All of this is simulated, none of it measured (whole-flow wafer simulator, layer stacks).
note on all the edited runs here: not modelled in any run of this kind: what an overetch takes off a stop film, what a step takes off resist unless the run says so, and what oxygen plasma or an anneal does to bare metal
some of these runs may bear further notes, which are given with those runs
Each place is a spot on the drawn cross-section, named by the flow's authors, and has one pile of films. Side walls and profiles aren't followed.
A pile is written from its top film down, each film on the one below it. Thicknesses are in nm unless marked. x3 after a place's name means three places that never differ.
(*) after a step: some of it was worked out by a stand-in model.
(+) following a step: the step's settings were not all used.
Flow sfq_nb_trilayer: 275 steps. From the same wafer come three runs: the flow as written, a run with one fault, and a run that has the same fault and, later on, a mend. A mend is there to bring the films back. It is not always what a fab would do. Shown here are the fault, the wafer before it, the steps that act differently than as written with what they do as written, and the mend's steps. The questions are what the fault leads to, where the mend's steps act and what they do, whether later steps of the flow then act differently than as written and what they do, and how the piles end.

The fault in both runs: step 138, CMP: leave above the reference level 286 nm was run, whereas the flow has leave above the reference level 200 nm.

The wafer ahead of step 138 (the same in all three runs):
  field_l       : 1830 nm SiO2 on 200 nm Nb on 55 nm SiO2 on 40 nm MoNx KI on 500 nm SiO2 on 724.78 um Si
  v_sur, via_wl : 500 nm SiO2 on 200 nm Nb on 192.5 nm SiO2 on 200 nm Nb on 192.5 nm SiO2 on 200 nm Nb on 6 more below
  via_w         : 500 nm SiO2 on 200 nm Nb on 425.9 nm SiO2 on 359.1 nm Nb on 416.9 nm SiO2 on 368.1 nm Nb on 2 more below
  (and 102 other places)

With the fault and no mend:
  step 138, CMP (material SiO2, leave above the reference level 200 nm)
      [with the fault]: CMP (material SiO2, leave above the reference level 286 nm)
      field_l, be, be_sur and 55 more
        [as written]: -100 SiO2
        [with the fault]: -14 SiO2
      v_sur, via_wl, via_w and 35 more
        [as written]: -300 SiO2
        [with the fault]: -214 SiO2
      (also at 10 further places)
  Steps further on in the flow that do not act as written (not shown: 6 more steps that differ only slightly, by at most 2% or 0.5 nm, whichever is larger):
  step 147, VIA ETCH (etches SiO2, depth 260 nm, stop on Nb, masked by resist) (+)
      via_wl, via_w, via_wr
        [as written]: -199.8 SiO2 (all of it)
        [with the fault]: -260 SiO2
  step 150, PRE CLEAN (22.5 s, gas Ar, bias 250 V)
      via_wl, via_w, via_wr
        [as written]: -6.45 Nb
        [with the fault]: -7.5 SiO2
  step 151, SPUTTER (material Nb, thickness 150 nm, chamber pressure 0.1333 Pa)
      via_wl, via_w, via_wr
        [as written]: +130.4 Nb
        [with the fault]: +123.3 Nb (new film)
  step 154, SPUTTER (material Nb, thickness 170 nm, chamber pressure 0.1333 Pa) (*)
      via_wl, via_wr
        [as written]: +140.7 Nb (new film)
        [with the fault]: +103.1 Nb (new film)
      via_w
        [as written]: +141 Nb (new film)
        [with the fault]: +136 Nb (new film)
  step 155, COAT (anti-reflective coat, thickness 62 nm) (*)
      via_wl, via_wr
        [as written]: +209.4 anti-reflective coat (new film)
        [with the fault]: +321.3 anti-reflective coat (new film)
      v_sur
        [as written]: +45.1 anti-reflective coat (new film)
        [with the fault]: +42.8 anti-reflective coat (new film)
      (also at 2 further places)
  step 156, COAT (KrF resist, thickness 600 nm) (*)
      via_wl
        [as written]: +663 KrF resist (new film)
        [with the fault]: +648.6 KrF resist (new film)
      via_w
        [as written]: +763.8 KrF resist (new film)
        [with the fault]: +811.1 KrF resist (new film)
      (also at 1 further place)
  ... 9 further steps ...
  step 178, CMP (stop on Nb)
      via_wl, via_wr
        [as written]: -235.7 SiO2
        [with the fault]: -227.2 SiO2
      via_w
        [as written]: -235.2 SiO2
        [with the fault]: -227.2 SiO2
  The piles end different from the flow's at field_l, v_sur, via_wl and 103 more by more than 2% or 0.5 nm, whichever is larger.
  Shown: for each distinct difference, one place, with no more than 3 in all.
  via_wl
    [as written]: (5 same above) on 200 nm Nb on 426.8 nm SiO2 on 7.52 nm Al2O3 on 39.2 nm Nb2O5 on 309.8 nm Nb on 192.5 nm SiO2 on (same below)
    [with the fault]: (5 same above) on 200 nm Nb on 469.8 nm SiO2 on 52.6 nm Nb2O5 on 0.96 nm Al2O3 on 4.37 nm Al on 123.3 nm Nb on 18.3 nm SiO2 on 200 nm Nb on 192.5 nm SiO2 on (same below)
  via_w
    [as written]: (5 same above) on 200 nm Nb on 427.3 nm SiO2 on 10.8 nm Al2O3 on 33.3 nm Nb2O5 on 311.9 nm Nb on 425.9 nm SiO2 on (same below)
    [with the fault]: (5 same above) on 200 nm Nb on 495.5 nm SiO2 on 10.1 nm Al2O3 on 34.7 nm Nb2O5 on 110.8 nm Nb on 18.3 nm SiO2 on 200 nm Nb on 425.9 nm SiO2 on (same below)
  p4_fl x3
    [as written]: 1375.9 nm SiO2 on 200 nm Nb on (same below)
    [with the fault]: 1461.9 nm SiO2 on 200 nm Nb on (same below)

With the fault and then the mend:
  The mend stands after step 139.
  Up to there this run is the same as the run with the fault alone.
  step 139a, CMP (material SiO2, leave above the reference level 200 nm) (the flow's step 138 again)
      field_l, v_sur, via_wl and 103 more
        -86 SiO2
  Later steps of the flow that are run all act as written at every place that is followed.
  By the end, the piles equal the flow's at every place that both follow.
